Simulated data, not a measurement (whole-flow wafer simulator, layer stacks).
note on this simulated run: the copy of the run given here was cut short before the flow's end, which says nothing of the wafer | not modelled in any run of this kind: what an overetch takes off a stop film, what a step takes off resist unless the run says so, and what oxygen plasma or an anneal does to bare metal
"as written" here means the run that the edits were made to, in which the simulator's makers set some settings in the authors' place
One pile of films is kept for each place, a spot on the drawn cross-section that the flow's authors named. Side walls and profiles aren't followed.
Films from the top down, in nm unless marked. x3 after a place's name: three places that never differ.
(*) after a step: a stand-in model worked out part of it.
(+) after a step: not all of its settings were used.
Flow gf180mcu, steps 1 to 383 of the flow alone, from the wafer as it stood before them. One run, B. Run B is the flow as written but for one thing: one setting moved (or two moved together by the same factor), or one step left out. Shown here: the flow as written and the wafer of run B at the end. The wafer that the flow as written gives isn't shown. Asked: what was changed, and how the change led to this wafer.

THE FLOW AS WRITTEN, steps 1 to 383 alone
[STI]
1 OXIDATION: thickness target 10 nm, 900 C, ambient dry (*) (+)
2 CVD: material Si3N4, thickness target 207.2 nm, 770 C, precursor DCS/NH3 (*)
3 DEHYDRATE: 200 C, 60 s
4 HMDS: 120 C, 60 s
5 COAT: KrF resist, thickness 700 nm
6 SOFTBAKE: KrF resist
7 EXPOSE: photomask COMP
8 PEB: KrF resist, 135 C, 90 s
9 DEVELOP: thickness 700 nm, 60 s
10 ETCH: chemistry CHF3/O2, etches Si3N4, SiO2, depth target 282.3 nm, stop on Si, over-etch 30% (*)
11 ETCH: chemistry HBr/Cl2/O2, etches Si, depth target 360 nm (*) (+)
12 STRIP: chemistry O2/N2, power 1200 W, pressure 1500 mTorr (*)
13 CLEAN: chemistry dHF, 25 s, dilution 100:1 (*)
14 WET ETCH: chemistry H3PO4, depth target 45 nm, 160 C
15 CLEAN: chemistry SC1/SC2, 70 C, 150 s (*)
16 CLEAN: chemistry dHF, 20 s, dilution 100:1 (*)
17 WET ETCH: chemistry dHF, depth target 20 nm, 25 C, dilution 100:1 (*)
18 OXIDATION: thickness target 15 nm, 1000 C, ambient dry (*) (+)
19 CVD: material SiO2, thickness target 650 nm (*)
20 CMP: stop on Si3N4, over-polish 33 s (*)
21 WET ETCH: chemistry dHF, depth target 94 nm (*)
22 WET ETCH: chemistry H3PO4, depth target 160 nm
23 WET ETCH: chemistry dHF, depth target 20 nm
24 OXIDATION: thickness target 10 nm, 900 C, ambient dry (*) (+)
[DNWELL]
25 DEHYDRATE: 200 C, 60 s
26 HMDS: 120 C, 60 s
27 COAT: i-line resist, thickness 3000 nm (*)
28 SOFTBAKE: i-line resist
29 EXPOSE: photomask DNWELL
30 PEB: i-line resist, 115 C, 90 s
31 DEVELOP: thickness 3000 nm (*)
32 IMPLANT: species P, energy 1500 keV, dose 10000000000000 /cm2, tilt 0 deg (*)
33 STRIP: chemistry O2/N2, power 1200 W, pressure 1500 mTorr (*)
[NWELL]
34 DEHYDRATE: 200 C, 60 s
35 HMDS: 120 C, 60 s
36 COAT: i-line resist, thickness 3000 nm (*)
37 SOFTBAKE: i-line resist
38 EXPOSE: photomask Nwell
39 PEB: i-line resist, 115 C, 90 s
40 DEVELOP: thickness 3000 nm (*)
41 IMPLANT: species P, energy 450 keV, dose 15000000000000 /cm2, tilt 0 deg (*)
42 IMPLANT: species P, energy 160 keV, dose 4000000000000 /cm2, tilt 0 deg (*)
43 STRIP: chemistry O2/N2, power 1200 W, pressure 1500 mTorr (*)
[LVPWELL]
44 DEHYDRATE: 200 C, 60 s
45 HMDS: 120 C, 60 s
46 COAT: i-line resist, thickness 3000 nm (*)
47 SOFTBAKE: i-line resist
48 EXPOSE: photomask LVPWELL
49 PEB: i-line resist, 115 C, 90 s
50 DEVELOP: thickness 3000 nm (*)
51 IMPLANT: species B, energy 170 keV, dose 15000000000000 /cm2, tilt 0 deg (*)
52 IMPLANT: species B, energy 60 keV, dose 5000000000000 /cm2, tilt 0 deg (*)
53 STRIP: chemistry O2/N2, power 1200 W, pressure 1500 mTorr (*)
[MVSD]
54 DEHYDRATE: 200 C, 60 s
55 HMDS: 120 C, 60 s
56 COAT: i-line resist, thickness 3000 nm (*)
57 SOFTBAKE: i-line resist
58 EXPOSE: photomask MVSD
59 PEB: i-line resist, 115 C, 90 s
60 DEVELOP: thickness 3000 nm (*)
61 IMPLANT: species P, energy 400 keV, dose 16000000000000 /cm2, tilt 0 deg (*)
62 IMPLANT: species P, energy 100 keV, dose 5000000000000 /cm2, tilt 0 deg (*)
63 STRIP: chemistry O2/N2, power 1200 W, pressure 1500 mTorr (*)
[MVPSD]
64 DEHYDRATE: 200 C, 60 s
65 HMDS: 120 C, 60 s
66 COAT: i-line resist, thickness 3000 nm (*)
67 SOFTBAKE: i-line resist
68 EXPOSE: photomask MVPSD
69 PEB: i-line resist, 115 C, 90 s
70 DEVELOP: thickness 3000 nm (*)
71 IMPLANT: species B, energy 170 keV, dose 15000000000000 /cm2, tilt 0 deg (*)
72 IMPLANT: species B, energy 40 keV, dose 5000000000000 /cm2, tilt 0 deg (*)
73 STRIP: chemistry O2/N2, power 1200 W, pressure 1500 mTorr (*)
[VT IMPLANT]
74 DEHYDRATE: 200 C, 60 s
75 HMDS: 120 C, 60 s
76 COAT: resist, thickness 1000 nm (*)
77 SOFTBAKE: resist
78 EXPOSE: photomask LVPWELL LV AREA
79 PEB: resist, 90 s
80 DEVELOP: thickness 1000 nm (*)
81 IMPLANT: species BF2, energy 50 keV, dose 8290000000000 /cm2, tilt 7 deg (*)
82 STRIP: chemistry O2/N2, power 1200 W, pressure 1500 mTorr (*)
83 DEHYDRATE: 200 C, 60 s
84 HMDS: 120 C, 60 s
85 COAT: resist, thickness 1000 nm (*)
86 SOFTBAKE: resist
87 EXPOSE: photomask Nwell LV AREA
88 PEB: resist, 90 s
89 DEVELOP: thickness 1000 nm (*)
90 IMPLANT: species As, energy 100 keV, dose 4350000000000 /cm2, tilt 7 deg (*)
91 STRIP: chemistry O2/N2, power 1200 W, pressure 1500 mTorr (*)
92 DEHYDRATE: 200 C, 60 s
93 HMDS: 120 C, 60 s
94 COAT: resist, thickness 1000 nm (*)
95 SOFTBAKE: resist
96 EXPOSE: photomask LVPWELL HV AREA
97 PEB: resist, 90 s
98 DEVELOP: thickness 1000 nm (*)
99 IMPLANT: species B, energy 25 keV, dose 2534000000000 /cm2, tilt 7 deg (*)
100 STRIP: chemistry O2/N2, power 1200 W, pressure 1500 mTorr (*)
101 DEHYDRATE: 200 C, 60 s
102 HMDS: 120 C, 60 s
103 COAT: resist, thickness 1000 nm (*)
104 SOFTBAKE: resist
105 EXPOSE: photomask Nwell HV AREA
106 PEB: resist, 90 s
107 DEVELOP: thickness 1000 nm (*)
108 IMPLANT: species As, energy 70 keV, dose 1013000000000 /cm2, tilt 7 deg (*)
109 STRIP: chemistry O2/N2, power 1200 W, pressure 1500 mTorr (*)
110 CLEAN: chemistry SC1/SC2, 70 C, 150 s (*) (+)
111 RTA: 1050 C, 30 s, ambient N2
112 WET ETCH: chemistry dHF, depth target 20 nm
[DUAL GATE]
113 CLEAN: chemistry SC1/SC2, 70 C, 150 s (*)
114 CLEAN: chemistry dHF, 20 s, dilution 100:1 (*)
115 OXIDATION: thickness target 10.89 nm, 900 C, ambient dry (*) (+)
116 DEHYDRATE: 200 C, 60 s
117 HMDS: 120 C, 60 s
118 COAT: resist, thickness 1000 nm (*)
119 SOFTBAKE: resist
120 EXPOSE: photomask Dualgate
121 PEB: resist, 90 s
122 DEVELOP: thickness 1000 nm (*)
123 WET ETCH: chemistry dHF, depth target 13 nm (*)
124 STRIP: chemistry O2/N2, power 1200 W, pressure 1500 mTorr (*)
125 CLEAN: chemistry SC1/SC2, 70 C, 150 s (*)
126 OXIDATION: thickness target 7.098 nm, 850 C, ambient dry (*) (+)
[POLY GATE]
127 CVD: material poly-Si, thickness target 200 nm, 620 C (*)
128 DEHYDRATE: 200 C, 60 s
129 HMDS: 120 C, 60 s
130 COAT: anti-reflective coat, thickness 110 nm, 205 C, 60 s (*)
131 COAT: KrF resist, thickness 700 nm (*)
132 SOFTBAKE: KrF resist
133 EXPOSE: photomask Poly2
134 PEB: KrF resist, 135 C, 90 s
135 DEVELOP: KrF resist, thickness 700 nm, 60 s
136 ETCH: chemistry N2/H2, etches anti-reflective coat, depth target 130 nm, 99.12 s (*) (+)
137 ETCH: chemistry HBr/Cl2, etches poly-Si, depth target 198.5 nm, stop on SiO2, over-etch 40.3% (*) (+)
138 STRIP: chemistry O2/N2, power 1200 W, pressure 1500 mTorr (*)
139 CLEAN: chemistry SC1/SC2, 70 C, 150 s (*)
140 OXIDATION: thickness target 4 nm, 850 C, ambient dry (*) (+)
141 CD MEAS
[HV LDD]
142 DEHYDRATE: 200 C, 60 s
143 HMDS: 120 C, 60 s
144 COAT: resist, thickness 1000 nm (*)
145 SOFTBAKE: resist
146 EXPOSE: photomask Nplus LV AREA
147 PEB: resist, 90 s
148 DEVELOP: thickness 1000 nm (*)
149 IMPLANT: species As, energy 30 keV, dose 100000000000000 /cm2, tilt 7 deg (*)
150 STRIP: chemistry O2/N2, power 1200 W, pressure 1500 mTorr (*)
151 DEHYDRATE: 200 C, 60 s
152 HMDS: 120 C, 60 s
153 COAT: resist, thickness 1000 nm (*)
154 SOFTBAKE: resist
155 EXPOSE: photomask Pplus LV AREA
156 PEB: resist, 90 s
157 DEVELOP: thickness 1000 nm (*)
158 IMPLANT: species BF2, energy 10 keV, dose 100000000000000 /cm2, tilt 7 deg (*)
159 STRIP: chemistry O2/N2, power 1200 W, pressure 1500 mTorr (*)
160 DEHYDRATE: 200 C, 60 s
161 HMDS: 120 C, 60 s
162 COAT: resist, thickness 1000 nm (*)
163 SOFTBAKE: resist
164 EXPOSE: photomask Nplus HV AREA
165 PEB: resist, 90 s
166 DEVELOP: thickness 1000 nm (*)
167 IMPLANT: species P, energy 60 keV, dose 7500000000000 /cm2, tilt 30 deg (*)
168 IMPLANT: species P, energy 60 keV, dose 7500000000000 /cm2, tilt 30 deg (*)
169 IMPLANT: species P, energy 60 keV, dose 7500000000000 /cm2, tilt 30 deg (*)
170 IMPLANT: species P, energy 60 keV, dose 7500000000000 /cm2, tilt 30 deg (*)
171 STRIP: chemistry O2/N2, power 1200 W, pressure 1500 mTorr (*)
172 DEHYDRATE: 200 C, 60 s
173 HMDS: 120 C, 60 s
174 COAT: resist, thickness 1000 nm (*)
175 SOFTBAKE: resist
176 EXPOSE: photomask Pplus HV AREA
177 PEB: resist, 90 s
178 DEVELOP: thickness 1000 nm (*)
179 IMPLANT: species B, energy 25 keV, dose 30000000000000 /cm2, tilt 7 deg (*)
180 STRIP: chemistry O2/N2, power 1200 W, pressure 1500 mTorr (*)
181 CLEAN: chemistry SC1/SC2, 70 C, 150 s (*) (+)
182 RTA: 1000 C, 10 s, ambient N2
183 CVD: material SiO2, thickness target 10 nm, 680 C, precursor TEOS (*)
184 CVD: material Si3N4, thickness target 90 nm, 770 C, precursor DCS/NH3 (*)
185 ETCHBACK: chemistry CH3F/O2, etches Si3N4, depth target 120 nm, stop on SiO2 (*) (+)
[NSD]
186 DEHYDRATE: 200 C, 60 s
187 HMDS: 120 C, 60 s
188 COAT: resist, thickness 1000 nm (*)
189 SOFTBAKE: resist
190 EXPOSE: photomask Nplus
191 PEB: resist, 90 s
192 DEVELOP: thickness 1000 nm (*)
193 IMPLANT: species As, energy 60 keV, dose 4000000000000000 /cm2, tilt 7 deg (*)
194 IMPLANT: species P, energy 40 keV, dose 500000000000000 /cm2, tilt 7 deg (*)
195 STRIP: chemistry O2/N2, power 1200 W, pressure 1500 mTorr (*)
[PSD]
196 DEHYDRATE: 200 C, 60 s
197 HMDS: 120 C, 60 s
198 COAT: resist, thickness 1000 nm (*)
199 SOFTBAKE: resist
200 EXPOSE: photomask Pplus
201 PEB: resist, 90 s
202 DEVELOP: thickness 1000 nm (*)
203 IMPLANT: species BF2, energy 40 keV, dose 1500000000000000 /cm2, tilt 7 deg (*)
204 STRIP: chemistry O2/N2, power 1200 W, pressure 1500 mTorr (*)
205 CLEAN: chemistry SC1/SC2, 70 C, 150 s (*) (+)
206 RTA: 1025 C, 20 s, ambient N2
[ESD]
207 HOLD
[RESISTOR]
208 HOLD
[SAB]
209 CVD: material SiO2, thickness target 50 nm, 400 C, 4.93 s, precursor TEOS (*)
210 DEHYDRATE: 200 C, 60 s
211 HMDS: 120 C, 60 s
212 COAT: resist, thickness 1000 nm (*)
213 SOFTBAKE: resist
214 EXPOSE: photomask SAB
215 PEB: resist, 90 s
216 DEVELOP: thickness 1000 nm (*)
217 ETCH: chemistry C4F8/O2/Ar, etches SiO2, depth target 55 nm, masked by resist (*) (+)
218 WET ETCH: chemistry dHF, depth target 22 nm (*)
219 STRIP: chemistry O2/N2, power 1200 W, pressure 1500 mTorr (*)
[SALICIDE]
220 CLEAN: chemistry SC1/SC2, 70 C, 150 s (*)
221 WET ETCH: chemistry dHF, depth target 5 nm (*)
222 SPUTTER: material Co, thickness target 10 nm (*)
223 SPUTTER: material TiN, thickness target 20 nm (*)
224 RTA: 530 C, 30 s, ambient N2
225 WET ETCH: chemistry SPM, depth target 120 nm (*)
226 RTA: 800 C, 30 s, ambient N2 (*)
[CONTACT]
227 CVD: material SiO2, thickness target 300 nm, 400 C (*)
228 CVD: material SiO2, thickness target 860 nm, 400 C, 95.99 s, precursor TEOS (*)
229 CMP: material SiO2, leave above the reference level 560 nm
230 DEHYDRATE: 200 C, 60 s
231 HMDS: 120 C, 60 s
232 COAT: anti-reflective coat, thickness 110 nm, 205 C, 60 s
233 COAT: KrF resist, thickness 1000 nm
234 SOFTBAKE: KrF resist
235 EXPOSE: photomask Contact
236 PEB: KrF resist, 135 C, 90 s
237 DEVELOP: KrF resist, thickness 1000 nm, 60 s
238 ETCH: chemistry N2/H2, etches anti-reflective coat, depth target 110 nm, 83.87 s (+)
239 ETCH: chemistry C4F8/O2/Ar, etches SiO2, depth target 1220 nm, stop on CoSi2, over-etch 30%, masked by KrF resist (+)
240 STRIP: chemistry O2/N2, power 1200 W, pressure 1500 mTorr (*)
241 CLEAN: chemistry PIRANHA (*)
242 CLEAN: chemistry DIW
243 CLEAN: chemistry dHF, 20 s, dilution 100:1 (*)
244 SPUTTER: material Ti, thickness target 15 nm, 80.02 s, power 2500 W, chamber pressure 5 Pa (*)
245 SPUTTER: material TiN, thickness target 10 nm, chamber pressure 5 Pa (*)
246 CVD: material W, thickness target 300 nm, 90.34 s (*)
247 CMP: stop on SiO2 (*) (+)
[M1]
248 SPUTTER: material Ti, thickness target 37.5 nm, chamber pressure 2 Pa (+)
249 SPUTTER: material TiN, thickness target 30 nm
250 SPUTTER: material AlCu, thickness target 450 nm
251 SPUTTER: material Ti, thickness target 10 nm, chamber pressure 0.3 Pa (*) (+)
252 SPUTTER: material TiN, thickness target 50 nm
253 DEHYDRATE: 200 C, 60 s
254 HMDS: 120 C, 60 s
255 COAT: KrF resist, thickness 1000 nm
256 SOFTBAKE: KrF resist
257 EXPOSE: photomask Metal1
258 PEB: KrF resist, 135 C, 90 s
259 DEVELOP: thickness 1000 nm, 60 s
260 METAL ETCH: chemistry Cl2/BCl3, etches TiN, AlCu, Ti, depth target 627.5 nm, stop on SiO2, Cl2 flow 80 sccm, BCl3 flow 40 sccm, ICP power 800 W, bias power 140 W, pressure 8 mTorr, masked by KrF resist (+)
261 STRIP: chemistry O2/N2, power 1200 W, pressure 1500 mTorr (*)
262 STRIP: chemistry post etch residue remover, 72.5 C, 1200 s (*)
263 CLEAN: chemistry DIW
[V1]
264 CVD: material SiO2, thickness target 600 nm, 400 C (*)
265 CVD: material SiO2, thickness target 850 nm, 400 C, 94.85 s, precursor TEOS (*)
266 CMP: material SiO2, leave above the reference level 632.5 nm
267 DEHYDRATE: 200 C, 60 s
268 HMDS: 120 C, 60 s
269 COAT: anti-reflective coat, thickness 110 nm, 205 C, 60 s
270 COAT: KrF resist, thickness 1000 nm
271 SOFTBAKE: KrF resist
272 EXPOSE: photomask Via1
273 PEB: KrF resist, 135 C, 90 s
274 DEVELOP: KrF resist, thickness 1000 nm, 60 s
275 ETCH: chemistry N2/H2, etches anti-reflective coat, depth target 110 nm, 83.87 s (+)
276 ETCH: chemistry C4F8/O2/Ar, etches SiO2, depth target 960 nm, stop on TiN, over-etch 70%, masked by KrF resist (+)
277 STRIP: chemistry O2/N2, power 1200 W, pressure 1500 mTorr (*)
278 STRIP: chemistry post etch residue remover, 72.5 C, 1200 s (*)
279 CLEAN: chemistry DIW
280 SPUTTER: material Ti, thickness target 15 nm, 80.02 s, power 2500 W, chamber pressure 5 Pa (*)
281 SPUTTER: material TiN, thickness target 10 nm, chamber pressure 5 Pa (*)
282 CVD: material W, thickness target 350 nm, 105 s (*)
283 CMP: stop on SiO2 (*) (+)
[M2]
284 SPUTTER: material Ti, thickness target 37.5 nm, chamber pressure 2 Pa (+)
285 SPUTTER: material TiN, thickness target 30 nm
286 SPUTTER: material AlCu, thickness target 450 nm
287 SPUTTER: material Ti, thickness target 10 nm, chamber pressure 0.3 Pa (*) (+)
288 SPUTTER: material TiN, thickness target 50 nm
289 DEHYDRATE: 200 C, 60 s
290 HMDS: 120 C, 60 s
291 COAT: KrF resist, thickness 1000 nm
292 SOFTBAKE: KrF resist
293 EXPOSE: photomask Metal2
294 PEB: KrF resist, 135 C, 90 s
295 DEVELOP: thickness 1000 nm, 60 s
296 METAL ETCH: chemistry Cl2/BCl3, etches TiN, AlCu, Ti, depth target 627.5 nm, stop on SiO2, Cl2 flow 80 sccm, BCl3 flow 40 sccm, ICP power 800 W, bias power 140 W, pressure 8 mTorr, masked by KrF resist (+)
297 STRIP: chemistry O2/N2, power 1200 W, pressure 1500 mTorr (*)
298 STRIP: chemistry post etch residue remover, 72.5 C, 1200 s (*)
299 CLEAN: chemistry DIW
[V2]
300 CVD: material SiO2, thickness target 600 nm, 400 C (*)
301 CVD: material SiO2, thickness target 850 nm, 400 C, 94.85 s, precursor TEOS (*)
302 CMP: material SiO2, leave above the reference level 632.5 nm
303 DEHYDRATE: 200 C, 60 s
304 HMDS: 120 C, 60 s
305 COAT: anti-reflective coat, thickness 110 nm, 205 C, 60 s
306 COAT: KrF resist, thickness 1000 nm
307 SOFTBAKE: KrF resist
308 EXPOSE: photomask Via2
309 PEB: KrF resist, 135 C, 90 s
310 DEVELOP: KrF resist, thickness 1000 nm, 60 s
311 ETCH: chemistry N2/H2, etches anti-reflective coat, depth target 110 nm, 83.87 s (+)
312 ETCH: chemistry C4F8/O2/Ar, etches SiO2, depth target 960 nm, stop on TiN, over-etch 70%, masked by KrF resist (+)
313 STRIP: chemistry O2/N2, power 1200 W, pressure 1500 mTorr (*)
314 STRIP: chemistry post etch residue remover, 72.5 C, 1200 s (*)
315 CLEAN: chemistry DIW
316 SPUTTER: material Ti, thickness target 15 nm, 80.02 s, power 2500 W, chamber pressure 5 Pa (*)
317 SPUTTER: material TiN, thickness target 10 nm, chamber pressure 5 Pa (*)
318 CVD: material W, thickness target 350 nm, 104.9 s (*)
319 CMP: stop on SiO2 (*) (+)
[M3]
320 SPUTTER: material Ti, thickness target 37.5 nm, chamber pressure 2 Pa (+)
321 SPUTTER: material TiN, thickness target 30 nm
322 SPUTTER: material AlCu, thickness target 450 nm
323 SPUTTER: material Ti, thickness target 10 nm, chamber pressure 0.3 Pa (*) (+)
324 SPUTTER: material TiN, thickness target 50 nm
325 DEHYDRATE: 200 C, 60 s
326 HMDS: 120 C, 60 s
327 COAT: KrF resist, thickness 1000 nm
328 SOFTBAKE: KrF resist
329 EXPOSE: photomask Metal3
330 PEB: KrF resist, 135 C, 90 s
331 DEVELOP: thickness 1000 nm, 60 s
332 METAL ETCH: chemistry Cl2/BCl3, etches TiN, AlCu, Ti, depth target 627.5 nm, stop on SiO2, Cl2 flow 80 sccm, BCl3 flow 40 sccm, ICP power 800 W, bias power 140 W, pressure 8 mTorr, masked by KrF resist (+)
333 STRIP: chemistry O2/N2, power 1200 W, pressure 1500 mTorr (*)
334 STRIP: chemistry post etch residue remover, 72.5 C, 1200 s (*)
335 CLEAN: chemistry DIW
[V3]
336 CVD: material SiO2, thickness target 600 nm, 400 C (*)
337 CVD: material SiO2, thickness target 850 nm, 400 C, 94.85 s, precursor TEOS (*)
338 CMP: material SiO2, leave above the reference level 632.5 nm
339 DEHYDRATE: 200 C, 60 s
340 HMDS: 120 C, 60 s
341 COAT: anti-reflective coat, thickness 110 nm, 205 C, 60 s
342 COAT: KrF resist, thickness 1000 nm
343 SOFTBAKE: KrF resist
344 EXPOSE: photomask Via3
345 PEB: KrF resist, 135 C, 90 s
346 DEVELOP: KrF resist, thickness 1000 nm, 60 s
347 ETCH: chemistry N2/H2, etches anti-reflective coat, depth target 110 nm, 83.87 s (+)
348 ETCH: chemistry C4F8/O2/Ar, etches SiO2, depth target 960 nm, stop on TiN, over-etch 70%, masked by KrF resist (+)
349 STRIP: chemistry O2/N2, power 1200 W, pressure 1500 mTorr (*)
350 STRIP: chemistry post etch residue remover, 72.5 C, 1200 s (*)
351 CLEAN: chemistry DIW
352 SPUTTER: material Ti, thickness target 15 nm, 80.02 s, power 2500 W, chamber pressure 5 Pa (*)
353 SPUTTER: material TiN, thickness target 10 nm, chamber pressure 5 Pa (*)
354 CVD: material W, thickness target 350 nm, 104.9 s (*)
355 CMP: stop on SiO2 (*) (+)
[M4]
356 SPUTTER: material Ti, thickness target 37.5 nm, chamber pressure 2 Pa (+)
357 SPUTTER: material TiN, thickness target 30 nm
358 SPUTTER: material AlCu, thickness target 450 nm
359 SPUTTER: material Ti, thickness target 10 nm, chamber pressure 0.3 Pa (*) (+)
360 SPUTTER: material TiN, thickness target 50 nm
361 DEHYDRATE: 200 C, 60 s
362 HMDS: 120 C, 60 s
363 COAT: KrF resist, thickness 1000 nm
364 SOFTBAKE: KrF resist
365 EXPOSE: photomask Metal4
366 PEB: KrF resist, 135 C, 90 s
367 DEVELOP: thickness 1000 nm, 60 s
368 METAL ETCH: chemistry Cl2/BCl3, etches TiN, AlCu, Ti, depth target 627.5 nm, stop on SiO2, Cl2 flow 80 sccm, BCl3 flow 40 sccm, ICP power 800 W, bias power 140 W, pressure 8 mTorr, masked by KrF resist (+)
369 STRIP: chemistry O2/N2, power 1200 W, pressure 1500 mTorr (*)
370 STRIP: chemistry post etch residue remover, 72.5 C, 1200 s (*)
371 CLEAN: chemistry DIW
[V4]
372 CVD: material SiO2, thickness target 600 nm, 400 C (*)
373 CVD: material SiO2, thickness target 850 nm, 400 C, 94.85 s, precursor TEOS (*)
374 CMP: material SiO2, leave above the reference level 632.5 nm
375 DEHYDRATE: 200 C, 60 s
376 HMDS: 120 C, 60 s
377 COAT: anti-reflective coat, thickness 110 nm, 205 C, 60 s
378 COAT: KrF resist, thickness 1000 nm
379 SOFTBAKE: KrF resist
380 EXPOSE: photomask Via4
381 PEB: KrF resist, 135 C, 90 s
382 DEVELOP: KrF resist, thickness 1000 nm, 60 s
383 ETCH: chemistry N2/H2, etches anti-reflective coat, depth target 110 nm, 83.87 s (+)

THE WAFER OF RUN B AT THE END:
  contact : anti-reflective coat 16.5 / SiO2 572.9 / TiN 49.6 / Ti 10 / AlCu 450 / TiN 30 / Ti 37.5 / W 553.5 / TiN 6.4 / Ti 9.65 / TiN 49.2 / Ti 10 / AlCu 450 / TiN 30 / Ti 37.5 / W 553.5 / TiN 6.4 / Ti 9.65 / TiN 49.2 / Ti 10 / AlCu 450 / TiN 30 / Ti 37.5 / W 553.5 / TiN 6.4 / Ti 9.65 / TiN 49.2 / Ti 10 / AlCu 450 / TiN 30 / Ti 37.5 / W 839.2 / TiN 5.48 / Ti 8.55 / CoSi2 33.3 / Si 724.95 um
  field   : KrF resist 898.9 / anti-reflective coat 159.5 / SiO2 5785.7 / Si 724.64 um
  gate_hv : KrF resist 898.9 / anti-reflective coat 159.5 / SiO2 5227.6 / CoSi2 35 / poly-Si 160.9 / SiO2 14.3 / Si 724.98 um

The cause: step 377, COAT: thickness 159.5 nm was run, where the flow has thickness 110 nm.
It can be read off the wafer: field has anti-reflective coat 159.5, and step 377 as written asks for 110 nm.

How the change led to this, step by step:
  377 COAT: anti-reflective coat, thickness 110 nm, 205 C, 60 s
      field, field__w1, field__w2 and 108 more: anti-reflective coat +159.5 (new film) (as written it would be: anti-reflective coat +110 (new film))
  383 ETCH: chemistry N2/H2, etches anti-reflective coat, depth target 110 nm, 83.87 s (+)
      contact: anti-reflective coat -143 (as written it would be: anti-reflective coat -110 (all of it), SiO2 -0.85)
